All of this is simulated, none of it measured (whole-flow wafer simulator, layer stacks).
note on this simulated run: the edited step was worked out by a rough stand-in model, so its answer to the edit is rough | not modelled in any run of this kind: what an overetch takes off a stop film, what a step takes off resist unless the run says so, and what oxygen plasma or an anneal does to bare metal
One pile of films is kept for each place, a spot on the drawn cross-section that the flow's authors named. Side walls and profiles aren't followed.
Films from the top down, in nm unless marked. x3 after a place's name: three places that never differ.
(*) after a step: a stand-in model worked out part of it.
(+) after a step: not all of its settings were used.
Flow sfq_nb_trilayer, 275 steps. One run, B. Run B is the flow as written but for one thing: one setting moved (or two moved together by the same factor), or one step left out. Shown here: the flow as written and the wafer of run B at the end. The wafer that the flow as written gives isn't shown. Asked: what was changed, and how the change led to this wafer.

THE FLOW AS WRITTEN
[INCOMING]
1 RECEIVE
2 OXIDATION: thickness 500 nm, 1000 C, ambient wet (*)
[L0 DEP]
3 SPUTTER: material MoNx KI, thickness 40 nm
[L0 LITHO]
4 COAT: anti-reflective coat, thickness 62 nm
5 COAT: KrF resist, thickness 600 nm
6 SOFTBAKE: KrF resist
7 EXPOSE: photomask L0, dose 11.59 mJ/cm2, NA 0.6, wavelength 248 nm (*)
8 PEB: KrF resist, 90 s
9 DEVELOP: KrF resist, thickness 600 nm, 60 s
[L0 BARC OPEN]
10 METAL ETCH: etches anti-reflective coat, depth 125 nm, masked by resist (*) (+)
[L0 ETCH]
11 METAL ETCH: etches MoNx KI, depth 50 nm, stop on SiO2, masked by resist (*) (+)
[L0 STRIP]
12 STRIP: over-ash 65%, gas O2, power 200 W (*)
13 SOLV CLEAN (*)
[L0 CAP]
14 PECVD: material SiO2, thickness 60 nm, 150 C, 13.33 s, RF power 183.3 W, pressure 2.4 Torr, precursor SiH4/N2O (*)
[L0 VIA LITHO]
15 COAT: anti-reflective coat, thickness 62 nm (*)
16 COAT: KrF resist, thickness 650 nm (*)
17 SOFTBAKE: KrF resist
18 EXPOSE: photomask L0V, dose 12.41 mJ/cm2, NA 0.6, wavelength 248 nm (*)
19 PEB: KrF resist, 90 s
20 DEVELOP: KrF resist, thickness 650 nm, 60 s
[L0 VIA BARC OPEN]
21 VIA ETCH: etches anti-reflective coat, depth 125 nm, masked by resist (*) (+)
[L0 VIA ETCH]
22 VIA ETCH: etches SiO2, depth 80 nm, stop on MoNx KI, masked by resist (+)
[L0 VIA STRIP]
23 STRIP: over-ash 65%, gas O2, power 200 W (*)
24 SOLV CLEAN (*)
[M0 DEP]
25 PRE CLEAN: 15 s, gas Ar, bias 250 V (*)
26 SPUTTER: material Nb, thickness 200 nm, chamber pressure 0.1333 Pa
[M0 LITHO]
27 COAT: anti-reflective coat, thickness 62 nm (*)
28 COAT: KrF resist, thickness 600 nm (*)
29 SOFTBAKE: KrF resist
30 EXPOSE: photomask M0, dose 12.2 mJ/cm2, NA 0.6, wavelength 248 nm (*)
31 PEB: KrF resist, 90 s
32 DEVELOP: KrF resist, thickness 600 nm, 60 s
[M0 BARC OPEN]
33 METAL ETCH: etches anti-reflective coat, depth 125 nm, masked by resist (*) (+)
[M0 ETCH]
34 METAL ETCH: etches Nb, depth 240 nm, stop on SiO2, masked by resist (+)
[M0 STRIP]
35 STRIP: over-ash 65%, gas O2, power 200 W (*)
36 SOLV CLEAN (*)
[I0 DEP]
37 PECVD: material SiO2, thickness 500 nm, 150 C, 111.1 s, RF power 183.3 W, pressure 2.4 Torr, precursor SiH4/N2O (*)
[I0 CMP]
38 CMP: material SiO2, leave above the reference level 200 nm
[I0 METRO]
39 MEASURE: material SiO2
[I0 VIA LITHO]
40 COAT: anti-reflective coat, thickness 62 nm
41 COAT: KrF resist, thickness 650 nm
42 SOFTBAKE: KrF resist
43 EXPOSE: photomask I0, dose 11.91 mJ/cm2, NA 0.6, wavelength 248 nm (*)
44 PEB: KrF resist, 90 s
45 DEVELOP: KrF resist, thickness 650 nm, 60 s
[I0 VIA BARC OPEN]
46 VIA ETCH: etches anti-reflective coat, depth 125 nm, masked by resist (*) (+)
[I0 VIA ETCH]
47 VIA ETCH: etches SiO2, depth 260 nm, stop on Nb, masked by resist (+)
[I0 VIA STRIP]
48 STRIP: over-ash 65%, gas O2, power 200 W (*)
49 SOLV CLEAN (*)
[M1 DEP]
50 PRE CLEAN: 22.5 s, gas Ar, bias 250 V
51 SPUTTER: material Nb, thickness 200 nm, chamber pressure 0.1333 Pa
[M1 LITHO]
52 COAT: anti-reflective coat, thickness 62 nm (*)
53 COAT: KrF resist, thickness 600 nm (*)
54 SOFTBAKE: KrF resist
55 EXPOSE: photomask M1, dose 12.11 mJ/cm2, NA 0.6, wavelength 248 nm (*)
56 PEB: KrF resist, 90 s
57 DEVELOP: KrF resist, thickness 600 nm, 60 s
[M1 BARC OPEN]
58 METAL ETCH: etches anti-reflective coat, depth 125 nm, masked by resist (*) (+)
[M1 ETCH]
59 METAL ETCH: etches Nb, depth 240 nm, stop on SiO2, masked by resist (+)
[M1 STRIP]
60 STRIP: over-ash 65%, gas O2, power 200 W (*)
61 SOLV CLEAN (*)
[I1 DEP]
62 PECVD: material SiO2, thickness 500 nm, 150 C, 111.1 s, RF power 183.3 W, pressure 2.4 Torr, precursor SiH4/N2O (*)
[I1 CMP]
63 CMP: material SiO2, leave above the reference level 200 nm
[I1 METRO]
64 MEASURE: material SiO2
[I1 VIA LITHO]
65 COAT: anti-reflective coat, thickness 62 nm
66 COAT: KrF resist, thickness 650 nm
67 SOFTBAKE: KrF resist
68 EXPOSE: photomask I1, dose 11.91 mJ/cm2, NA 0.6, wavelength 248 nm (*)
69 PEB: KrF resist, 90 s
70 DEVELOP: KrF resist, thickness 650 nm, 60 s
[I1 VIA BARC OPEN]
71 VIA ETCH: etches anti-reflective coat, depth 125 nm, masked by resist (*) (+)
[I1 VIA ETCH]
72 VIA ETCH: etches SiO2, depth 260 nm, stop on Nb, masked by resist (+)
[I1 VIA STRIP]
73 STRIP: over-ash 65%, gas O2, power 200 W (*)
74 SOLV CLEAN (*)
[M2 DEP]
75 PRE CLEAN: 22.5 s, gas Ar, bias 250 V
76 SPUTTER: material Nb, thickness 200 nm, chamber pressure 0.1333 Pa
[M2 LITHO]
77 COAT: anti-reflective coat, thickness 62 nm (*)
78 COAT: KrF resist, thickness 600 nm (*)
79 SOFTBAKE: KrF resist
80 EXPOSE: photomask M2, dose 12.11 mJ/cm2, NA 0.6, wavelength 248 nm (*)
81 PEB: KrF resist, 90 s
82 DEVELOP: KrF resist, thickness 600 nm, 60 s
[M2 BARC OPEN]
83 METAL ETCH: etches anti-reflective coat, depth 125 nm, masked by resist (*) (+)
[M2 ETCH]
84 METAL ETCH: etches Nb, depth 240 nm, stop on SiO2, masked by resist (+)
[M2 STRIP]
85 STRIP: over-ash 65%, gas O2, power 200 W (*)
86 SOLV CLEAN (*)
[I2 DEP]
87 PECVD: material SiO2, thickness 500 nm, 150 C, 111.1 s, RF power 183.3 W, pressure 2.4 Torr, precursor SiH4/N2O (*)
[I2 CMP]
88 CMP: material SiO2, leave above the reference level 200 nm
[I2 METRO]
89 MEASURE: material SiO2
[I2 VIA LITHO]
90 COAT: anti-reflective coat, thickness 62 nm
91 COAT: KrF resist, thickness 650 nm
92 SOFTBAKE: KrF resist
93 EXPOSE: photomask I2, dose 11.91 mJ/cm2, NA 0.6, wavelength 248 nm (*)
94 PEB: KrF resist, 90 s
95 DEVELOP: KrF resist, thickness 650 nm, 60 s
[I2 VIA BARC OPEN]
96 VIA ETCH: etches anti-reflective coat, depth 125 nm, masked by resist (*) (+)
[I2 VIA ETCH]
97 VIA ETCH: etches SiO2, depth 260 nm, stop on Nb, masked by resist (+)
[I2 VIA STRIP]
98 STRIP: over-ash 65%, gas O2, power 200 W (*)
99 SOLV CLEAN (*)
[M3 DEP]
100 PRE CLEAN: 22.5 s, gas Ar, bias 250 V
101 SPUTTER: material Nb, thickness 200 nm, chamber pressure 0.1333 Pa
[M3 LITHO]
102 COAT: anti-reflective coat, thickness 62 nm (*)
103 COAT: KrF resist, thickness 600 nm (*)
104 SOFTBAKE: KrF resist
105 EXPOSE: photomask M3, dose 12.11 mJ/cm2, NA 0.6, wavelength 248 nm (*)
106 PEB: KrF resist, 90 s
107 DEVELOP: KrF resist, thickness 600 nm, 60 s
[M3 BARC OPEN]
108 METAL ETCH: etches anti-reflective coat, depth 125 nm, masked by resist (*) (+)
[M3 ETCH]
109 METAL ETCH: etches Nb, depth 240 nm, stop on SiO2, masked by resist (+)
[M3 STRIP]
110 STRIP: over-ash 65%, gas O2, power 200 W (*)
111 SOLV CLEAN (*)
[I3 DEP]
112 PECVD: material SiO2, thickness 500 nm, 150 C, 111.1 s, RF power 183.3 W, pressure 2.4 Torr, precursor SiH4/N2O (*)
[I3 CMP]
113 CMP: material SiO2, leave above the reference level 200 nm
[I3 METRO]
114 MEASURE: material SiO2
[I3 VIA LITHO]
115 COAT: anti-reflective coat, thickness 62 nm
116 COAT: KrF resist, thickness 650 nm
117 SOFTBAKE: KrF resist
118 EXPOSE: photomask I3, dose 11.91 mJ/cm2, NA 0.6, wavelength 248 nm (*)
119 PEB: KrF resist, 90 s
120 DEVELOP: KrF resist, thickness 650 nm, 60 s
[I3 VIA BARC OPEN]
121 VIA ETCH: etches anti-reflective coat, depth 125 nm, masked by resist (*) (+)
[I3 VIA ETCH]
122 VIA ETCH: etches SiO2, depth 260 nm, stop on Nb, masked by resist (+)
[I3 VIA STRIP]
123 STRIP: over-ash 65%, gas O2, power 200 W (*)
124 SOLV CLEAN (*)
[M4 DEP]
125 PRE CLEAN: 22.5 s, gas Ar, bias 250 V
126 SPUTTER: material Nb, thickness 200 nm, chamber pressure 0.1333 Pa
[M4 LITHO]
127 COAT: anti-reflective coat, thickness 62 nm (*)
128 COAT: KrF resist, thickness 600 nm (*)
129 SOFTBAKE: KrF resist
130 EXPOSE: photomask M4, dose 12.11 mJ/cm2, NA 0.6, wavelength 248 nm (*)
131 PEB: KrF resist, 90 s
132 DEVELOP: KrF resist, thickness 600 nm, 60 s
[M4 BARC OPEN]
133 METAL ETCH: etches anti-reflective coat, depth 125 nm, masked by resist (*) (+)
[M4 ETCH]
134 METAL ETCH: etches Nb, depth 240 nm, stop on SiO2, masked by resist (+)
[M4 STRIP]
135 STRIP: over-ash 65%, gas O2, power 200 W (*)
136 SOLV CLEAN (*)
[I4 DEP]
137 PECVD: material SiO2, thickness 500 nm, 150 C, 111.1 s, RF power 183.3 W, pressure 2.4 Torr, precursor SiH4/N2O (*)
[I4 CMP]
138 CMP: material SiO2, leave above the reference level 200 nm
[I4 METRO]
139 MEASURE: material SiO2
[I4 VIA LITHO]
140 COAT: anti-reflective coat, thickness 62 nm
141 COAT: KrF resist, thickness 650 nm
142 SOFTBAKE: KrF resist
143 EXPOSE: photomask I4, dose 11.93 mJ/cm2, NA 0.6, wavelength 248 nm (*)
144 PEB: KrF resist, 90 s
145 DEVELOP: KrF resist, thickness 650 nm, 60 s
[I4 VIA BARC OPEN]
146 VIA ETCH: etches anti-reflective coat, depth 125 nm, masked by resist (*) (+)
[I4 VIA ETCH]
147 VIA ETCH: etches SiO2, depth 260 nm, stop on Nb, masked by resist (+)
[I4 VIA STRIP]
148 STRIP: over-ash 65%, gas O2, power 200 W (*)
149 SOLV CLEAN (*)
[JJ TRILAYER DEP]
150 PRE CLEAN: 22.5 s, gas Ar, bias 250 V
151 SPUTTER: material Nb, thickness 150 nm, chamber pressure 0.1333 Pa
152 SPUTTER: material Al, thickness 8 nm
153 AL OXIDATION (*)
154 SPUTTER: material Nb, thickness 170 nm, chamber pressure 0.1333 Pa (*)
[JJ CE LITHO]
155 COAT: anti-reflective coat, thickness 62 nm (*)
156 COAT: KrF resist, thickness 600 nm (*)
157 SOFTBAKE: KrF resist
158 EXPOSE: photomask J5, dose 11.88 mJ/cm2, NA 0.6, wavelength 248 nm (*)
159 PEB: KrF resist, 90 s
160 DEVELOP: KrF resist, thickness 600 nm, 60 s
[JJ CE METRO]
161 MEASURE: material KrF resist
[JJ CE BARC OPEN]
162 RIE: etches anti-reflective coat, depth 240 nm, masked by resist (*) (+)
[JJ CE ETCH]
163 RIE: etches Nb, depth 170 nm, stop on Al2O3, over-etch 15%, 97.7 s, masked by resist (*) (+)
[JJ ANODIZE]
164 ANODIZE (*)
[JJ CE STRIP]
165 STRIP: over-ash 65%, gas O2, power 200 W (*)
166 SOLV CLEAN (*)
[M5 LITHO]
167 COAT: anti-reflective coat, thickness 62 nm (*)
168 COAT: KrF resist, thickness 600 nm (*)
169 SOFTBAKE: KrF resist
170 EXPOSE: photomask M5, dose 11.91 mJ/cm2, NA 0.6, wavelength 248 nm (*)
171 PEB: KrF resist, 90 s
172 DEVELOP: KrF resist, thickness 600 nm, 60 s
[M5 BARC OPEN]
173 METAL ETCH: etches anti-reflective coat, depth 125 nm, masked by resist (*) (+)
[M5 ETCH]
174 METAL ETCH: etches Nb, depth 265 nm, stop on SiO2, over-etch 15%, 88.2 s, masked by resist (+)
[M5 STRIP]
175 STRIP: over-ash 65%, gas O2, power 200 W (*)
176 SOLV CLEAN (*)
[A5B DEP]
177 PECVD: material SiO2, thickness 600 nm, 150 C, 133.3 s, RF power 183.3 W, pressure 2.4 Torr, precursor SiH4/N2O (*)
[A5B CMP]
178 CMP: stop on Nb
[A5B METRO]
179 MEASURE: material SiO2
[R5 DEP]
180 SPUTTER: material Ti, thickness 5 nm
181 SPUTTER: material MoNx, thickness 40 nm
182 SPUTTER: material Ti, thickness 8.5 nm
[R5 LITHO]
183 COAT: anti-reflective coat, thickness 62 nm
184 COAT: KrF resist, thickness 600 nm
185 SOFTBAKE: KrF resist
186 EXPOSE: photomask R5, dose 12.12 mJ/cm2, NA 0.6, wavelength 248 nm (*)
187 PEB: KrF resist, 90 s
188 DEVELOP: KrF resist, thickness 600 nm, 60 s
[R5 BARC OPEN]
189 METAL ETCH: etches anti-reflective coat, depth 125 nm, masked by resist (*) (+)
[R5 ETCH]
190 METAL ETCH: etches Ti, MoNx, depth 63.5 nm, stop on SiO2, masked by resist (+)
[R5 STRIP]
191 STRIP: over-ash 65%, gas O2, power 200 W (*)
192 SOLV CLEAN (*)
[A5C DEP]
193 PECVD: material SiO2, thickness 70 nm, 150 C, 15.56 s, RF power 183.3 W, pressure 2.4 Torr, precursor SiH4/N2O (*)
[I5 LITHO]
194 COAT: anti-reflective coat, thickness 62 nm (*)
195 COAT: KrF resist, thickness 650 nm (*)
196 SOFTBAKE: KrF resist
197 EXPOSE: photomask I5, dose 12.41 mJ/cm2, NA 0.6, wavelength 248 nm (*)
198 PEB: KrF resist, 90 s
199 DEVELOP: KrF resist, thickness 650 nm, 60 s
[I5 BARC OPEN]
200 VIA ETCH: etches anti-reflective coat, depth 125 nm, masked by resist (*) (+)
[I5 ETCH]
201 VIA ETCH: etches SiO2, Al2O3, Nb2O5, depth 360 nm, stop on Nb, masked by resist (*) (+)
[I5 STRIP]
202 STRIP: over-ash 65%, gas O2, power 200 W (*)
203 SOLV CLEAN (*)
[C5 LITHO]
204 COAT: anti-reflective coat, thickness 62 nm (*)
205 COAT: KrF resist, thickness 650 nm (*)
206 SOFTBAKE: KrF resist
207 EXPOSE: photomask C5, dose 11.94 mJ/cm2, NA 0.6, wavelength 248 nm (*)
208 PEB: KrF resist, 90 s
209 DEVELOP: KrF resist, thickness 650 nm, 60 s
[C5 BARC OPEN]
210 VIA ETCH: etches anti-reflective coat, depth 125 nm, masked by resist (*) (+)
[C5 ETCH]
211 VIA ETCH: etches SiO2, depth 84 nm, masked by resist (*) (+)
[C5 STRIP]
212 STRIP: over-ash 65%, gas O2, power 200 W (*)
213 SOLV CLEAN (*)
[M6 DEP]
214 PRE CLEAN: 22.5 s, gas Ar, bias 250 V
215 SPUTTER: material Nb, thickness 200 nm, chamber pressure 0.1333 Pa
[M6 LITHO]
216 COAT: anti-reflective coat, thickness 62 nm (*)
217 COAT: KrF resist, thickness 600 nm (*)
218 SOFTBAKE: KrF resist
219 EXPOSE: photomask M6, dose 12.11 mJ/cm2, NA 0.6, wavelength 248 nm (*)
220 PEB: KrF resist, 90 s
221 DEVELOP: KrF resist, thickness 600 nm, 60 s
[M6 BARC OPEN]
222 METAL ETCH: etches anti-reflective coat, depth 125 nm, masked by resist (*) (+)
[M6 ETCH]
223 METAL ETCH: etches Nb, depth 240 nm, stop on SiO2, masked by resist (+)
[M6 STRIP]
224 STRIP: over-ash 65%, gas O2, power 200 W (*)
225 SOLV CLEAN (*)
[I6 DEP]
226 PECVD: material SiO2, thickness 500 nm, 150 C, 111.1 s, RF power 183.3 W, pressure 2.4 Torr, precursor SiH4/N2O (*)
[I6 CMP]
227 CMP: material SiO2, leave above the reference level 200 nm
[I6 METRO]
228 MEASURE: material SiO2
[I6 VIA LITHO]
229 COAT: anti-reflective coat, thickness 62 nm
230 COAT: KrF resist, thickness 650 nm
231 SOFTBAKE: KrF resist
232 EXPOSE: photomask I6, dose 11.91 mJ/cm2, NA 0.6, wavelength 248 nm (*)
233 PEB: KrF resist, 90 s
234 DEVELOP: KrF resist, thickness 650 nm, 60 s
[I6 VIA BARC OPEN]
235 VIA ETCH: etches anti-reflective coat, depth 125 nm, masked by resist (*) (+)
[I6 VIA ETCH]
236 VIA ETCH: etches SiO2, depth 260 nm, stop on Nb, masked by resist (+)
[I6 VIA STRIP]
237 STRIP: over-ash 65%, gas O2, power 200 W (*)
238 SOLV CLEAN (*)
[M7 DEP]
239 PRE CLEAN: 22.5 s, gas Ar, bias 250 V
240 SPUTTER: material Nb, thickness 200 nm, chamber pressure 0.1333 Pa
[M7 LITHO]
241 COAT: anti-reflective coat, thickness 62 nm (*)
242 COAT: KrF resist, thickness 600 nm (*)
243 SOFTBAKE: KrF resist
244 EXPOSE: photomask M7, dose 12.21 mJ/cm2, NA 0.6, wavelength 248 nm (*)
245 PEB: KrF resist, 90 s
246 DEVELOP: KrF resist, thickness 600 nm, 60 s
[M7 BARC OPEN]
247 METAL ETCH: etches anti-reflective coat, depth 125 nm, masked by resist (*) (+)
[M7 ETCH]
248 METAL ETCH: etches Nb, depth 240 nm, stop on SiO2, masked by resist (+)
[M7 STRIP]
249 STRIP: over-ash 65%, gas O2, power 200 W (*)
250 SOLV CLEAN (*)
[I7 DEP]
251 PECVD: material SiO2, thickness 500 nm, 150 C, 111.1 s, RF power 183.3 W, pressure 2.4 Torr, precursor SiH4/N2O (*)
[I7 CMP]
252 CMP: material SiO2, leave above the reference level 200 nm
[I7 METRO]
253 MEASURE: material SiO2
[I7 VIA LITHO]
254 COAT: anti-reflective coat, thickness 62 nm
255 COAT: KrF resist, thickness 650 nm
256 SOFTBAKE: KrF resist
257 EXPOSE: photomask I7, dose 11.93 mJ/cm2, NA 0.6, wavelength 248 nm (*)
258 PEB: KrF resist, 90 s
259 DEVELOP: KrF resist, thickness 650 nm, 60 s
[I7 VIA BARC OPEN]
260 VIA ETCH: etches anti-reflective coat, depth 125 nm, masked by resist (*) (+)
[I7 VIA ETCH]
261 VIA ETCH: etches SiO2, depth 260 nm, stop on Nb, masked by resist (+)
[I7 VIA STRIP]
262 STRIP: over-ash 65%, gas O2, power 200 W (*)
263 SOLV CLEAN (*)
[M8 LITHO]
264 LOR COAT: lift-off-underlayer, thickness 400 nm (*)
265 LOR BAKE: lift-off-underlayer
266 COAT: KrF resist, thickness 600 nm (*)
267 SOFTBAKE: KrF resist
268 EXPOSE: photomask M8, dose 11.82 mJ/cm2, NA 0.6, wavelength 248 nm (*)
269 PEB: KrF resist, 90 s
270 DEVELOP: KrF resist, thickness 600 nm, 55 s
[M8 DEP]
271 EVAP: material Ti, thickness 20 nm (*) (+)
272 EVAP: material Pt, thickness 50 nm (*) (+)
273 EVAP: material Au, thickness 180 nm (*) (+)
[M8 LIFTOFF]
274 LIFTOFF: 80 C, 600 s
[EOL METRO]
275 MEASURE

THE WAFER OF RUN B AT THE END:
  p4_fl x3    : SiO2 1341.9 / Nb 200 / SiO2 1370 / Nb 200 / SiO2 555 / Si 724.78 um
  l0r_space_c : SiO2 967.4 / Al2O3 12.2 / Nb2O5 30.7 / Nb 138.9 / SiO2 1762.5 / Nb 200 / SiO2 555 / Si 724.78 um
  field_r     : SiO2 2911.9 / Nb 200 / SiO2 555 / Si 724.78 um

The cause: step 154, SPUTTER: thickness 136 nm was run, where the flow has thickness 170 nm.

How the change led to this, step by step:
  154 SPUTTER: material Nb, thickness 170 nm, chamber pressure 0.1333 Pa (*)
      field_l, v_sur, via_sp and 100 more: Nb +136 (new film) (as written it would be: Nb +170 (new film))
      via_wl, via_wr: Nb +112.5 (new film) (as written it would be: Nb +140.7 (new film))
      (and at 1 more place)
  155 COAT: anti-reflective coat, thickness 62 nm (*)
      via_wl, via_wr: anti-reflective coat +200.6 (new film) (as written it would be: anti-reflective coat +209.4 (new film))
      via_w: anti-reflective coat +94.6 (new film) (as written it would be: anti-reflective coat +97.4 (new film))
  162 RIE: etches anti-reflective coat, depth 240 nm, masked by resist (*) (+)
      ce_l, c5j, ce_r, wl_jj: KrF resist -200.6 (as written it would be: KrF resist -209.4)
      via_wl, via_wr: anti-reflective coat -200.6 (all of it) (as written it would be: anti-reflective coat -209.4 (all of it))
      (and at 1 more place)
  163 RIE: etches Nb, depth 170 nm, stop on Al2O3, over-etch 15%, 97.7 s, masked by resist (*) (+)
      field_l, v_sur, via_sp and 96 more: Nb -136 (all of it), Al2O3 -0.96 (all of it) (as written it would be: Nb -170 (all of it), Al2O3 -0.51)
      via_wl, via_wr: Nb -112.5 (all of it), Al2O3 -0.96 (all of it) (as written it would be: Nb -140.7 (all of it), Al2O3 -0.96 (all of it))
      (and at 1 more place)
  164 ANODIZE (*)
      field_l, v_sur, via_sp and 96 more: Al2O3 +12.2 (new film), Nb2O5 +30.7 (new film), Al -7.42 (all of it), Nb -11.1 (as written it would be: Al2O3 +12.2, Nb2O5 +29.9 (new film), Al -7.42 (all of it), Nb -10.8)
  165 STRIP: over-ash 65%, gas O2, power 200 W (*)
      ce_l: KrF resist -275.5 (all of it), anti-reflective coat -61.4 (all of it) (as written it would be: KrF resist -266.8 (all of it), anti-reflective coat -61.4 (all of it))
      c5j: KrF resist -275.6 (all of it), anti-reflective coat -61.5 (all of it) (as written it would be: KrF resist -266.9 (all of it), anti-reflective coat -61.5 (all of it))
      (and at 2 more places)
  167 COAT: anti-reflective coat, thickness 62 nm (*)
      wl_j_sl, wl_j_sr: anti-reflective coat +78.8 (new film) (as written it would be: anti-reflective coat +83.3 (new film))
      jj_sur: anti-reflective coat +78.3 (new film) (as written it would be: anti-reflective coat +82.6 (new film))
      (and at 5 more places)
  168 COAT: KrF resist, thickness 600 nm (*)
      ce_l: KrF resist +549 (new film) (as written it would be: KrF resist +528.3 (new film))
      c5j: KrF resist +528.9 (new film) (as written it would be: KrF resist +507.6 (new film))
      (and at 2 more places)
  174 METAL ETCH: etches Nb, depth 265 nm, stop on SiO2, over-etch 15%, 88.2 s, masked by resist (+)
      field_l, r_sur, res and 50 more: Al2O3 -12.2 (all of it), Nb2O5 -30.7 (all of it), Nb -138.9 (all of it), SiO2 -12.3 (as written it would be: Al2O3 -12.6 (all of it), Nb2O5 -29.9 (all of it), Nb -139.2 (all of it), SiO2 -12.3)
  175 STRIP: over-ash 65%, gas O2, power 200 W (*)
      wl_j_sl, wl_j_sr: KrF resist -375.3 (all of it), anti-reflective coat -78.8 (all of it) (as written it would be: KrF resist -378 (all of it), anti-reflective coat -83.3 (all of it))
      jj_sur: KrF resist -372.2 (all of it), anti-reflective coat -78.3 (all of it) (as written it would be: KrF resist -374.7 (all of it), anti-reflective coat -82.6 (all of it))
      (and at 5 more places)
  178 CMP: stop on Nb
      v_sur, via_sp, via_v and 43 more: SiO2 -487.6 (as written it would be: SiO2 -453.5)
      field_l, p4_fl x3, p4_w1 x9 and 29 more: SiO2 -293.3 (as written it would be: SiO2 -259.3)
      (and at 14 more places)
  201 VIA ETCH: etches SiO2, Al2O3, Nb2O5, depth 360 nm, stop on Nb, masked by resist (*) (+)
      be: SiO2 -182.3 (all of it), Al2O3 -12.2 (all of it), Nb2O5 -30.7 (all of it) (as written it would be: SiO2 -216.4 (all of it), Al2O3 -12.7 (all of it), Nb2O5 -29.9 (all of it))
  204 COAT: anti-reflective coat, thickness 62 nm (*)
      wire: anti-reflective coat +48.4 (new film) (as written it would be: anti-reflective coat +47.4 (new film))
      be: anti-reflective coat +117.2 (new film) (as written it would be: anti-reflective coat +122.2 (new film))
      (and at 1 more place)
  205 COAT: KrF resist, thickness 650 nm (*)
      be: KrF resist +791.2 (new film) (as written it would be: KrF resist +815.3 (new film))
  212 STRIP: over-ash 65%, gas O2, power 200 W (*)
      wire: KrF resist -557.7 (all of it), anti-reflective coat -48.4 (all of it) (as written it would be: KrF resist -555.8 (all of it), anti-reflective coat -47.4 (all of it))
      be: KrF resist -704.1 (all of it), anti-reflective coat -117.2 (all of it) (as written it would be: KrF resist -728.2 (all of it), anti-reflective coat -122.2 (all of it))
      (and at 1 more place)
  215 SPUTTER: material Nb, thickness 200 nm, chamber pressure 0.1333 Pa
      be: Nb +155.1 (as written it would be: Nb +147.3)
  ... 3 more steps ...
  226 PECVD: material SiO2, thickness 500 nm, 150 C, 111.1 s, RF power 183.3 W, pressure 2.4 Torr, precursor SiH4/N2O (*)
      be: SiO2 +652 (new film) (as written it would be: SiO2 +693.5 (new film))
